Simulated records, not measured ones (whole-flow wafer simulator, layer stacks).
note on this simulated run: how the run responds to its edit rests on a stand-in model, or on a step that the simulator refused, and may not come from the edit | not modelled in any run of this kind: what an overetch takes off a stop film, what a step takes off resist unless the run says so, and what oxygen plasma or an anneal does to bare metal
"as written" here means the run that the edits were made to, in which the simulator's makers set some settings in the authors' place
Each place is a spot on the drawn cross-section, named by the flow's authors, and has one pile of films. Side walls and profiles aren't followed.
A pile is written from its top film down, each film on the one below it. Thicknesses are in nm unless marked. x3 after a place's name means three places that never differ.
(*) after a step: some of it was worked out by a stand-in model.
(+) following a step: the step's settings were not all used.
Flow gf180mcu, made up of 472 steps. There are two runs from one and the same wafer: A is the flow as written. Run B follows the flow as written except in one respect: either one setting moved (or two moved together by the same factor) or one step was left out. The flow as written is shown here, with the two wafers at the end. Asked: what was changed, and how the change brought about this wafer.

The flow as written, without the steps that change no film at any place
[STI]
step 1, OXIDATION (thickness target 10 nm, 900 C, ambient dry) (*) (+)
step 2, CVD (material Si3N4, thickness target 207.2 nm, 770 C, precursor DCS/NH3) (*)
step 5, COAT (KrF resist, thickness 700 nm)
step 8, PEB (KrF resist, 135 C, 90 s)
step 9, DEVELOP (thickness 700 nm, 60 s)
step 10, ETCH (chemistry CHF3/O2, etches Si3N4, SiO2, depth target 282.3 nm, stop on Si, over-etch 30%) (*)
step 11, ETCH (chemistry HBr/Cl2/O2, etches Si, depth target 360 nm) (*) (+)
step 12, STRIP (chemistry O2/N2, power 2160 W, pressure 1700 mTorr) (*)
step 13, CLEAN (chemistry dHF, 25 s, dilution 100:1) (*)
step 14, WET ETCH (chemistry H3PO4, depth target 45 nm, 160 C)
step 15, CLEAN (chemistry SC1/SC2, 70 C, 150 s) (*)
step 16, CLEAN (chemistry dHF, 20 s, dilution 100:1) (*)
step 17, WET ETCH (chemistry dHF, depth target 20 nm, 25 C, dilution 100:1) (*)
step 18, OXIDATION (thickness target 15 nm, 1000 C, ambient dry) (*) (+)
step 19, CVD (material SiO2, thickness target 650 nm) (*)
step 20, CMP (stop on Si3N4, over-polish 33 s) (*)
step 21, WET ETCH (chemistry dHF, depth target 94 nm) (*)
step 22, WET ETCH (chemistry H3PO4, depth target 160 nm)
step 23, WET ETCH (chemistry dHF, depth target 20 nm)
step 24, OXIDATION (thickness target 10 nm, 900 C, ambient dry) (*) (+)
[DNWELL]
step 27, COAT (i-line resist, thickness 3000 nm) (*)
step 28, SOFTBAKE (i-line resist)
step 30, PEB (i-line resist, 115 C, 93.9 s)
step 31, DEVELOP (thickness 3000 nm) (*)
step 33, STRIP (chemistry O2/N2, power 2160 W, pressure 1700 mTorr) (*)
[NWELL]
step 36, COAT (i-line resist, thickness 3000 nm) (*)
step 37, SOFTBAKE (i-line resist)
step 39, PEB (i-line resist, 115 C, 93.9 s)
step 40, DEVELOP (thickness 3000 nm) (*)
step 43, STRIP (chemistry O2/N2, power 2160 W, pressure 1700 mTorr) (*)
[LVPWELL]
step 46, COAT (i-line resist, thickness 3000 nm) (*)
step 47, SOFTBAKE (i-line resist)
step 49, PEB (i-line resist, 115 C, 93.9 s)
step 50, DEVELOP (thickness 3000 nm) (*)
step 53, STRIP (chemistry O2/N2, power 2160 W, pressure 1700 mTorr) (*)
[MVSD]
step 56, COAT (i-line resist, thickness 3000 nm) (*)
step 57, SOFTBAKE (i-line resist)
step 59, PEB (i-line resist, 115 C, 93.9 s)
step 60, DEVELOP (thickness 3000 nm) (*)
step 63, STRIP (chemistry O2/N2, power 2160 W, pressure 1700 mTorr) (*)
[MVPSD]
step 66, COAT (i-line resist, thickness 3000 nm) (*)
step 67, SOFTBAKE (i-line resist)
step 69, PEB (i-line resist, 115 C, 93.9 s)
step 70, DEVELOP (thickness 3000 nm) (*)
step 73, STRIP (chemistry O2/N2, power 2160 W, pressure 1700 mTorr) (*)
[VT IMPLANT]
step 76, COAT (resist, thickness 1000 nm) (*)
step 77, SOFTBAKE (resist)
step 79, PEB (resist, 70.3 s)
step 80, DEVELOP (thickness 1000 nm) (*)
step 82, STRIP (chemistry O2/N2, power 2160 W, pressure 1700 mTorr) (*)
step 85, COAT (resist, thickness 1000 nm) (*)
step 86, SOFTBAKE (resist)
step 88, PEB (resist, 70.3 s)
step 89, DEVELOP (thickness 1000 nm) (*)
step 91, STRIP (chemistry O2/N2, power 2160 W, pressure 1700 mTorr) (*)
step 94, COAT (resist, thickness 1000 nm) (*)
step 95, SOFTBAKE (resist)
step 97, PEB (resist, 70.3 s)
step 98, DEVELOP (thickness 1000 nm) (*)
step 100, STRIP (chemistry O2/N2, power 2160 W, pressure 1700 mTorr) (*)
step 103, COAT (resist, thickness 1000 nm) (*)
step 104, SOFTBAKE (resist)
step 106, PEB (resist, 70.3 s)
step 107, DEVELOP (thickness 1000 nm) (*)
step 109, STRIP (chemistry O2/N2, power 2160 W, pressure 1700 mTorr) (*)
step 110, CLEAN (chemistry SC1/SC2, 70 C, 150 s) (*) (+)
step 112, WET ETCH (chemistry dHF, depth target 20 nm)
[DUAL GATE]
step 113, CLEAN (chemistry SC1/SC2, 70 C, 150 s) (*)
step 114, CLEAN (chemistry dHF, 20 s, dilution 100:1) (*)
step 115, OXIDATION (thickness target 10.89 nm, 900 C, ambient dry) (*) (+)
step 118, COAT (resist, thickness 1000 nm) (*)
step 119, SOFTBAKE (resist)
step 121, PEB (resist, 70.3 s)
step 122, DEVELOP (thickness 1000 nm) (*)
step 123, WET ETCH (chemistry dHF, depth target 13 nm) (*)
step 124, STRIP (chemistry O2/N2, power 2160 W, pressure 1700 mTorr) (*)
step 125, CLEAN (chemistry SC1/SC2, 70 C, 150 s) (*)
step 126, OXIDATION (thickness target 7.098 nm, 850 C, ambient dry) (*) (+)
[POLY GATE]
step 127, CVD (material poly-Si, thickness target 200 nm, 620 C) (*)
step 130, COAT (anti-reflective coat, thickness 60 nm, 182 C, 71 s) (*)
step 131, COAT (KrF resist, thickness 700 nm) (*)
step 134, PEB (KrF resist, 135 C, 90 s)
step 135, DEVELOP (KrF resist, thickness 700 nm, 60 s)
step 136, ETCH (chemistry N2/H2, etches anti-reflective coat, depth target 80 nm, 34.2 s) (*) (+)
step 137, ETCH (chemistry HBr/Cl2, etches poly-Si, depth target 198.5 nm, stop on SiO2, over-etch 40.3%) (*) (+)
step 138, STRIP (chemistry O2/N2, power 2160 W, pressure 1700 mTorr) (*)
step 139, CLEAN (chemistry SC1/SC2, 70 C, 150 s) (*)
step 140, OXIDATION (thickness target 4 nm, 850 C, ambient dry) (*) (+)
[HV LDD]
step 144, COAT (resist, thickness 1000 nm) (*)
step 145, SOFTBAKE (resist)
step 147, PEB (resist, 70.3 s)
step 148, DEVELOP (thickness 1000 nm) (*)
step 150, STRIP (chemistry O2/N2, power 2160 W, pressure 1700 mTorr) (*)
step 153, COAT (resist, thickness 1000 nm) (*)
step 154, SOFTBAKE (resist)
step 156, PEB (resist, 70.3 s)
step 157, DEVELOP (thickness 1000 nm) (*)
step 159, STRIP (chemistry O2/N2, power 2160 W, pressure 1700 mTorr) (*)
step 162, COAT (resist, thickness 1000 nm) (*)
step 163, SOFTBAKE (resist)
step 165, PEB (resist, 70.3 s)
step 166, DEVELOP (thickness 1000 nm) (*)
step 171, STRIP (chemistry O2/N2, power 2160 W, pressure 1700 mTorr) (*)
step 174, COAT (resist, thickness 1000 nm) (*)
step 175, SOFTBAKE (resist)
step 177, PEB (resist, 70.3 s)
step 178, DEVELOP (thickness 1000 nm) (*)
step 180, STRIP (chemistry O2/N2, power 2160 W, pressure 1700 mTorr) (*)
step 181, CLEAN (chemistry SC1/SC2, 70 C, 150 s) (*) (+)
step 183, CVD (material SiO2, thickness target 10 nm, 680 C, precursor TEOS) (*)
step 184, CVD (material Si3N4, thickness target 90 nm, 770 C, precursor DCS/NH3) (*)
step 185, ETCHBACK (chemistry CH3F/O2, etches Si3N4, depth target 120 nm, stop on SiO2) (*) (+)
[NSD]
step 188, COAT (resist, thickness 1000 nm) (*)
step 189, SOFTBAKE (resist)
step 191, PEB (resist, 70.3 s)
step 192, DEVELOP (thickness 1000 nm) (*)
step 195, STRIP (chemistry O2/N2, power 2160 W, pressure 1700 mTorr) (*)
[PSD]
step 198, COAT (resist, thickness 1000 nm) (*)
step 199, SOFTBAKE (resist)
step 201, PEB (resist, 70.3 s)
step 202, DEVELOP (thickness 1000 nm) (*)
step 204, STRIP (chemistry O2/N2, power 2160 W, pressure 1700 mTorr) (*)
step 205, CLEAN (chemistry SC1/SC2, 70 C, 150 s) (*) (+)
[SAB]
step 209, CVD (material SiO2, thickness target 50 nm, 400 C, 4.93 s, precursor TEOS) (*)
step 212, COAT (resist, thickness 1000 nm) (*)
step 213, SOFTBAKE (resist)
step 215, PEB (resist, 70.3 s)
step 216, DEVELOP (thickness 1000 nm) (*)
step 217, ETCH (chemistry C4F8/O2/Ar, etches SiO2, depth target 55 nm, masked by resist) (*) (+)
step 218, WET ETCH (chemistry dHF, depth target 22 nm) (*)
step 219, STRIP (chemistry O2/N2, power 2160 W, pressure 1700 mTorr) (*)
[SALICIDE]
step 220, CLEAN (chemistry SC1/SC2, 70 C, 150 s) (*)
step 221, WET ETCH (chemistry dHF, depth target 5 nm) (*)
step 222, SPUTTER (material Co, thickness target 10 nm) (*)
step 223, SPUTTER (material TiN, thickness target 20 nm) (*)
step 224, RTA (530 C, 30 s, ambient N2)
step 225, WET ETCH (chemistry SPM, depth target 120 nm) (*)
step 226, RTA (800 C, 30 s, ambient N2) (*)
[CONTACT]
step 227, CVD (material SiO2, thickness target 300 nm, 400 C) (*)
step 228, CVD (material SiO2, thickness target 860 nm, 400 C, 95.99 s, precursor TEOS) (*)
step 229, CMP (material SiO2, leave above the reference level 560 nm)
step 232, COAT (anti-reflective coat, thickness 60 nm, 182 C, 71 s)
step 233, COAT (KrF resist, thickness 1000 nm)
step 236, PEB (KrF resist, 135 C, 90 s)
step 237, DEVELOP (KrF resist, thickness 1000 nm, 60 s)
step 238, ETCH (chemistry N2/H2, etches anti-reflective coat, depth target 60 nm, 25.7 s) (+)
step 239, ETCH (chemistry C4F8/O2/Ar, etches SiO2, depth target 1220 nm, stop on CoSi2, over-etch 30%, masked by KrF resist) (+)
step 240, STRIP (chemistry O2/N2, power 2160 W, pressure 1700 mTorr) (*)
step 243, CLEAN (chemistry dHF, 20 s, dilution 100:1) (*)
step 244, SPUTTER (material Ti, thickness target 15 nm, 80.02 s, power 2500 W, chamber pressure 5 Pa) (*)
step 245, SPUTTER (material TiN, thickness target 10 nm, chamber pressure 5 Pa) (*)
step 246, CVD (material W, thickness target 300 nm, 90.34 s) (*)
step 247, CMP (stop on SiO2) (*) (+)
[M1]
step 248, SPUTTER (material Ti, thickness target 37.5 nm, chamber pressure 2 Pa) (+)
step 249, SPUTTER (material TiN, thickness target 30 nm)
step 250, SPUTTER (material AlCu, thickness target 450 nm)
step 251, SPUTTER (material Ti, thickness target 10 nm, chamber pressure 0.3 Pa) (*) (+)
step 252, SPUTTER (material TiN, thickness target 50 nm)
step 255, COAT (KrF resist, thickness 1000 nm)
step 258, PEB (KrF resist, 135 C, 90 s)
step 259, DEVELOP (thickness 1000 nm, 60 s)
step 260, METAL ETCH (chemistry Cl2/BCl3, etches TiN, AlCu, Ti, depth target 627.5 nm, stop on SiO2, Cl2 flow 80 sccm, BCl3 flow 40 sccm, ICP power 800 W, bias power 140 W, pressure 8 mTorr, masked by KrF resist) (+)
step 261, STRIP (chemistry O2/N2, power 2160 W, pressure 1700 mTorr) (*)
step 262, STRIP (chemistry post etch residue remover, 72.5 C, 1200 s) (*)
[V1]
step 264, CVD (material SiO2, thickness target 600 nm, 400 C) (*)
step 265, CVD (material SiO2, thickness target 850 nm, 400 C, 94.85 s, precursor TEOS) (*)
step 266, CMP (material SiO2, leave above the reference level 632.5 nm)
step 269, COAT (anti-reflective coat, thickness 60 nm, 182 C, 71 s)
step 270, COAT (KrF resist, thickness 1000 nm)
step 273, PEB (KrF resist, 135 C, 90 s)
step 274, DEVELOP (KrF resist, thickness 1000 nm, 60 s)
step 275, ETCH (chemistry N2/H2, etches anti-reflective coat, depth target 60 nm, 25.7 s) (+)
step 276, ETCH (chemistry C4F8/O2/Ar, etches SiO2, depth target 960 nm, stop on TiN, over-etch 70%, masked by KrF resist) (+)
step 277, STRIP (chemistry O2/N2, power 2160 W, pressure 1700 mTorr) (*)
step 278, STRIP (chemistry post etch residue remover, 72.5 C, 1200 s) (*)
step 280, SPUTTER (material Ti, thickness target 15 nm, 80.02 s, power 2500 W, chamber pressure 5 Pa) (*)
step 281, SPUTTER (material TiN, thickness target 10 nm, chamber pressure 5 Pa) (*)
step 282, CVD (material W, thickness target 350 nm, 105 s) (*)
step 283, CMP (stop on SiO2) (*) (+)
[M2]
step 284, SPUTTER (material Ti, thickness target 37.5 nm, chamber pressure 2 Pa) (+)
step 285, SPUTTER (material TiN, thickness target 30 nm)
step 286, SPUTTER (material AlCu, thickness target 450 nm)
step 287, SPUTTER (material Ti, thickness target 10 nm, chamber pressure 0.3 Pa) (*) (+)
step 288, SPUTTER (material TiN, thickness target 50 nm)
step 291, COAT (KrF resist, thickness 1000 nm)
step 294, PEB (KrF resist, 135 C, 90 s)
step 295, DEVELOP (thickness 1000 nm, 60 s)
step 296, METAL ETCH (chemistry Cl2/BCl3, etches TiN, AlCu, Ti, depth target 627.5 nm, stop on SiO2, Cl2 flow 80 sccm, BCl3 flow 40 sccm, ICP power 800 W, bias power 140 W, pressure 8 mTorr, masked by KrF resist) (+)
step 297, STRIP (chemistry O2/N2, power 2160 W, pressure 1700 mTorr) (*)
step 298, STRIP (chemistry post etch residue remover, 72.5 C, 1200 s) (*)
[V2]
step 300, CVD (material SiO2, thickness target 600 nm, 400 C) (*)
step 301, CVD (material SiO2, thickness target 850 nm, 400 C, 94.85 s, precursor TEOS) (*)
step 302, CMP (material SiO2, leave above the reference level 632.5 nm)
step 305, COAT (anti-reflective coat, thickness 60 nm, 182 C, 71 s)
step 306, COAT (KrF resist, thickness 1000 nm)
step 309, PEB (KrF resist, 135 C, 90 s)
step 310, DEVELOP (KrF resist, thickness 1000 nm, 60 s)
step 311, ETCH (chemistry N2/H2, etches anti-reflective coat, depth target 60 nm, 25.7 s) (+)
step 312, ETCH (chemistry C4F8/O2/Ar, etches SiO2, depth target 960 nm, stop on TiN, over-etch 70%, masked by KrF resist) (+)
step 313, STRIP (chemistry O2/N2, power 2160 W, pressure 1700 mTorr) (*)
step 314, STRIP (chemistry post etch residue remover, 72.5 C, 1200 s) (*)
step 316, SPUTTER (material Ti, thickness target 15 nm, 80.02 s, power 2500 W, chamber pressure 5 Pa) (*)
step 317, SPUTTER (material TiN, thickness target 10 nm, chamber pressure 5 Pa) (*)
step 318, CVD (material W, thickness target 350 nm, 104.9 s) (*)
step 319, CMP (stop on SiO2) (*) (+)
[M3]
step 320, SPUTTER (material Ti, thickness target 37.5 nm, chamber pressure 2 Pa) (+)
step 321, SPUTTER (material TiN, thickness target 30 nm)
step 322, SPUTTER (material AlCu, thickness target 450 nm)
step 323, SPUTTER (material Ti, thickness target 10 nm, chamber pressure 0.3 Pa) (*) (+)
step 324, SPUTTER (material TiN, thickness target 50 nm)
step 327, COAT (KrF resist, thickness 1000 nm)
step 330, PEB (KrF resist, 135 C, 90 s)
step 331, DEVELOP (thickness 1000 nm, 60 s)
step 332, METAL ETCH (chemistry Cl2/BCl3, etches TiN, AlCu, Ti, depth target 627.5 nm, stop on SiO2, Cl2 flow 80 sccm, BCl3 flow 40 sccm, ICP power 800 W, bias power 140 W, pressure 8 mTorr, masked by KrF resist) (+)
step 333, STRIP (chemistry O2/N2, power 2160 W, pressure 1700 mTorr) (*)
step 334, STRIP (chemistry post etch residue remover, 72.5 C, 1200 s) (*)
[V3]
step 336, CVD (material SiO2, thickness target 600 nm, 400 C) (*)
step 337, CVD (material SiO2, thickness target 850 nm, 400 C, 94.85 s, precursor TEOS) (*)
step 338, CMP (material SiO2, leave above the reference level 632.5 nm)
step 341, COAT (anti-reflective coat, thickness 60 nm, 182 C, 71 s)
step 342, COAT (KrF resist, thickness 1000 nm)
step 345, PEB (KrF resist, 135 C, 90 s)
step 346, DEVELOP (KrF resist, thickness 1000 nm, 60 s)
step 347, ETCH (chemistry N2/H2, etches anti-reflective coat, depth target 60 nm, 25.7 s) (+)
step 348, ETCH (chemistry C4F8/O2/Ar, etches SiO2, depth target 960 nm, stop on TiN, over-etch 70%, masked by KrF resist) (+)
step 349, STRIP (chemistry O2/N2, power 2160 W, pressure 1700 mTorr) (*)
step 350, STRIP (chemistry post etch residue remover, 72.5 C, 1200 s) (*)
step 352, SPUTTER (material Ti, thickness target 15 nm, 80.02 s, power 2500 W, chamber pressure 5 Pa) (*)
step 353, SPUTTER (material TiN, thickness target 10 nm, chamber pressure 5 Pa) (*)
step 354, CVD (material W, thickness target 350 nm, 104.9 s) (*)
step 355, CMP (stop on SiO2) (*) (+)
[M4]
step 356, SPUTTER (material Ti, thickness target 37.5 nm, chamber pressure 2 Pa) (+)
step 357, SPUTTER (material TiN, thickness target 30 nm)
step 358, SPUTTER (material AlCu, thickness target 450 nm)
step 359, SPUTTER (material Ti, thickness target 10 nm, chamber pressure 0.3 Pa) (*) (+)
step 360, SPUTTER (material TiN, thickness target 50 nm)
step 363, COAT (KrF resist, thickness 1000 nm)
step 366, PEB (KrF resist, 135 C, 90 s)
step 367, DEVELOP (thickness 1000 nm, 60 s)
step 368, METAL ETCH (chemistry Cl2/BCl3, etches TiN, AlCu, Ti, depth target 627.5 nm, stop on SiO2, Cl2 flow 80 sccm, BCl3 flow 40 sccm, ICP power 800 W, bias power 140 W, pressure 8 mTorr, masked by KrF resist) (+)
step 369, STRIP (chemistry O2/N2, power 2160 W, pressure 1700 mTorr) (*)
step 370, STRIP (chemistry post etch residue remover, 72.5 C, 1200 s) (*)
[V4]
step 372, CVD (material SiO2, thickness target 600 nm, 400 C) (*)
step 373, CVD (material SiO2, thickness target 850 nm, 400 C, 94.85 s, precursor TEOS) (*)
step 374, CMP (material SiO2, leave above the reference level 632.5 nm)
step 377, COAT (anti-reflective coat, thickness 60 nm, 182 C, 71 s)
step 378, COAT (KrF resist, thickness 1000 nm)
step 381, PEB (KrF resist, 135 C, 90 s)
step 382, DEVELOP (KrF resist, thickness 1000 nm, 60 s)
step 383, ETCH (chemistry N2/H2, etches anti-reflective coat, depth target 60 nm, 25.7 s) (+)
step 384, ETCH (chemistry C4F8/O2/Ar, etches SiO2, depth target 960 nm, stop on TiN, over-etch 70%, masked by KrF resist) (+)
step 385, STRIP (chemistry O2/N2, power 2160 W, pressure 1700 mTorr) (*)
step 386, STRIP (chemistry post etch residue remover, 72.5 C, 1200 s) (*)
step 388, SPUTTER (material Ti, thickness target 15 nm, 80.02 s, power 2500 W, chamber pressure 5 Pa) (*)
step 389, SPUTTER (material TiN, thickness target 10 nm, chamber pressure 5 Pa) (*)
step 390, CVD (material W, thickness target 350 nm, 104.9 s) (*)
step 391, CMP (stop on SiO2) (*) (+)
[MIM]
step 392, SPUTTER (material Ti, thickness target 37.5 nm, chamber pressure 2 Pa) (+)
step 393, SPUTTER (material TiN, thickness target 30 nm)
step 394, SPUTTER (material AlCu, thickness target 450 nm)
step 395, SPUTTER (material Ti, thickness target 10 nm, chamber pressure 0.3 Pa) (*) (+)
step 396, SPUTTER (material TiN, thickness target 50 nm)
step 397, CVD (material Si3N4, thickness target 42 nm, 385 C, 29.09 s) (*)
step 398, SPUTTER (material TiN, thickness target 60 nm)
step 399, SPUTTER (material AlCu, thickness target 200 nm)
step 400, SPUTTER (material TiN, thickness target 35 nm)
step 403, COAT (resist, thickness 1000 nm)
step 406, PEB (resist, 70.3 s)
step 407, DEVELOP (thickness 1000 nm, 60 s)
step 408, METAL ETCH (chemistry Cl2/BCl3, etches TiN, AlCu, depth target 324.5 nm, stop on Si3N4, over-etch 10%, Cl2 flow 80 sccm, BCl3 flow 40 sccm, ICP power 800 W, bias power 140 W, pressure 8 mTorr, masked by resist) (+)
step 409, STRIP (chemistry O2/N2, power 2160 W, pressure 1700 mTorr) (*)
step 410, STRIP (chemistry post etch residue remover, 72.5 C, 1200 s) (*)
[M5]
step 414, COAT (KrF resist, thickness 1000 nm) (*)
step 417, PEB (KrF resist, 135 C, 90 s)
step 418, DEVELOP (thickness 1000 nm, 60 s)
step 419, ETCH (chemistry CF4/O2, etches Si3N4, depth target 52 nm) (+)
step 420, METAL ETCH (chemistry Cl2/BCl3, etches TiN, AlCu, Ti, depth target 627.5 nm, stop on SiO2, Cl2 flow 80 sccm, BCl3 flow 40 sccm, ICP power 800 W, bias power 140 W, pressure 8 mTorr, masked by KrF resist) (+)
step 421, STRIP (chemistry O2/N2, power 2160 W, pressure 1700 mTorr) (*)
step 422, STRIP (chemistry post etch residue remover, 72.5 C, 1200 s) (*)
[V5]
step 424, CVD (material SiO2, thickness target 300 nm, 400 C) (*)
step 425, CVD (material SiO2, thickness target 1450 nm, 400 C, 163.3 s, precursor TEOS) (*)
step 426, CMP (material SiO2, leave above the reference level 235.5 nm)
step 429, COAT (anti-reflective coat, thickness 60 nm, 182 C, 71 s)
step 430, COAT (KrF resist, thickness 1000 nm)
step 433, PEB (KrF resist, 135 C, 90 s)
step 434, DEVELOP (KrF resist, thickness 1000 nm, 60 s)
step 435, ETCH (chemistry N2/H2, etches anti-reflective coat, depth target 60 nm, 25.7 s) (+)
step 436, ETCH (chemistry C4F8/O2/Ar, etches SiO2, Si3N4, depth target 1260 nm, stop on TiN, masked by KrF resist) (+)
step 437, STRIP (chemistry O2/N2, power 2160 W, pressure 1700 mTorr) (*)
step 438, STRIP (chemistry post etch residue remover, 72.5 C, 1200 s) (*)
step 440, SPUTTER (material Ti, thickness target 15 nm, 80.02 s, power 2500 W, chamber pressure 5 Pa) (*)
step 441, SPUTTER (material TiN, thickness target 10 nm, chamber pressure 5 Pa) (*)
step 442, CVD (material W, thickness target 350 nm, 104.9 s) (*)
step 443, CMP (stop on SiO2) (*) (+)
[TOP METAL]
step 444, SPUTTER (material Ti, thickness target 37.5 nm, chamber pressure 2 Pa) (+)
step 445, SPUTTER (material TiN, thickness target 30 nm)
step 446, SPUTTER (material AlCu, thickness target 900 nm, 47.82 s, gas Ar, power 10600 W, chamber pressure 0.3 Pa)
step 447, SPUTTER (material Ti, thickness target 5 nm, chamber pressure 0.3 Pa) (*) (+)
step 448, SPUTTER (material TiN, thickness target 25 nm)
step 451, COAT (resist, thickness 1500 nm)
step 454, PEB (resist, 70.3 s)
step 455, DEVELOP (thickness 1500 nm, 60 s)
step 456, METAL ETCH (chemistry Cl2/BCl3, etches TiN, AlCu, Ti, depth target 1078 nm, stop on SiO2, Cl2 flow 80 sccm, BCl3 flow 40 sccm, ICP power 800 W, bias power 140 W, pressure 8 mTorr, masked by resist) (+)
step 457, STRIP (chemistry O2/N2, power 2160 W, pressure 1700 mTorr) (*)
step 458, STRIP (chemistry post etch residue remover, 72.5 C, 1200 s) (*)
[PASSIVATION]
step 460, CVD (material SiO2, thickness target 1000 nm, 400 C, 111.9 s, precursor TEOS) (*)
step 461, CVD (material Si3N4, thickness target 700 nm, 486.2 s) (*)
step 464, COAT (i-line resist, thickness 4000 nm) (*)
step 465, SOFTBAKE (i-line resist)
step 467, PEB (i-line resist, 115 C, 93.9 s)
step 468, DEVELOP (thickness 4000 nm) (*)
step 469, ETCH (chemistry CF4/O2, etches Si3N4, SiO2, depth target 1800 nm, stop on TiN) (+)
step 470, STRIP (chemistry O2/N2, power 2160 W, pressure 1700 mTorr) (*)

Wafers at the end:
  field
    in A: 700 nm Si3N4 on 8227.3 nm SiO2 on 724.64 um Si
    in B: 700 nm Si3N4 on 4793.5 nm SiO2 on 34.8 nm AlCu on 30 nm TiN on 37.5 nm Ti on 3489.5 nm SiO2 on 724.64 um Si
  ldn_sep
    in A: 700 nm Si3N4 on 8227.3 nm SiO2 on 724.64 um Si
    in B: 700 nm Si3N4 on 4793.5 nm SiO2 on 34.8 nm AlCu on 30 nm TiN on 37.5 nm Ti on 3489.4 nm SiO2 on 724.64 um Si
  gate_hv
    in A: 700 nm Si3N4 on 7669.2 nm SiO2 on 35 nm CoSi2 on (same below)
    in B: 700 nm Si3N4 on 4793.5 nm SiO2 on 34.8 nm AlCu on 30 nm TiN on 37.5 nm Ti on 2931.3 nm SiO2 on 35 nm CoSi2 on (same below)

Cause: step 322, SPUTTER: thickness target 608 nm was run, whereas the flow has thickness target 450 nm.

Step by step, how the change led to this:
  step 322, SPUTTER (material AlCu, thickness target 450 nm)
      field, field__w1, field__w2 and 108 more: A +450 AlCu (new film) | B +608 AlCu (new film)
  step 332, METAL ETCH (chemistry Cl2/BCl3, etches TiN, AlCu, Ti, depth target 627.5 nm, stop on SiO2, Cl2 flow 80 sccm, BCl3 flow 40 sccm, ICP power 800 W, bias power 140 W, pressure 8 mTorr, masked by KrF resist) (+)
      field, field__w1, field__w2 and 103 more: A -50 TiN (all of it), -10 Ti (all of it), -450 AlCu (all of it), -30 TiN (all of it), -37.5 Ti (all of it) | B -50 TiN (all of it), -10 Ti (all of it), -567.5 AlCu
  step 334, STRIP (chemistry post etch residue remover, 72.5 C, 1200 s) (*)
      field, field__w1, field__w2 and 103 more: A nothing | B -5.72 AlCu
  step 336, CVD (material SiO2, thickness target 600 nm, 400 C) (*)
      field, field__w1, field__w2 and 103 more: A +600 SiO2 | B +600 SiO2 (new film)
  step 338, CMP (material SiO2, leave above the reference level 632.5 nm)
      field, field__w1, field__w2 and 103 more: A -300 SiO2 | B -244.3 SiO2
Taking metal films that touch as one body, field has 1 body; the flow as written gives 0 bodies.
Taking metal films that touch as one body, ldn_sep has 1 body; the flow as written gives 0 bodies.
Taking metal films that touch as one body, gate_hv has 2 bodies (between them, from the top down: SiO2 2931.3); the flow as written gives 1 body.
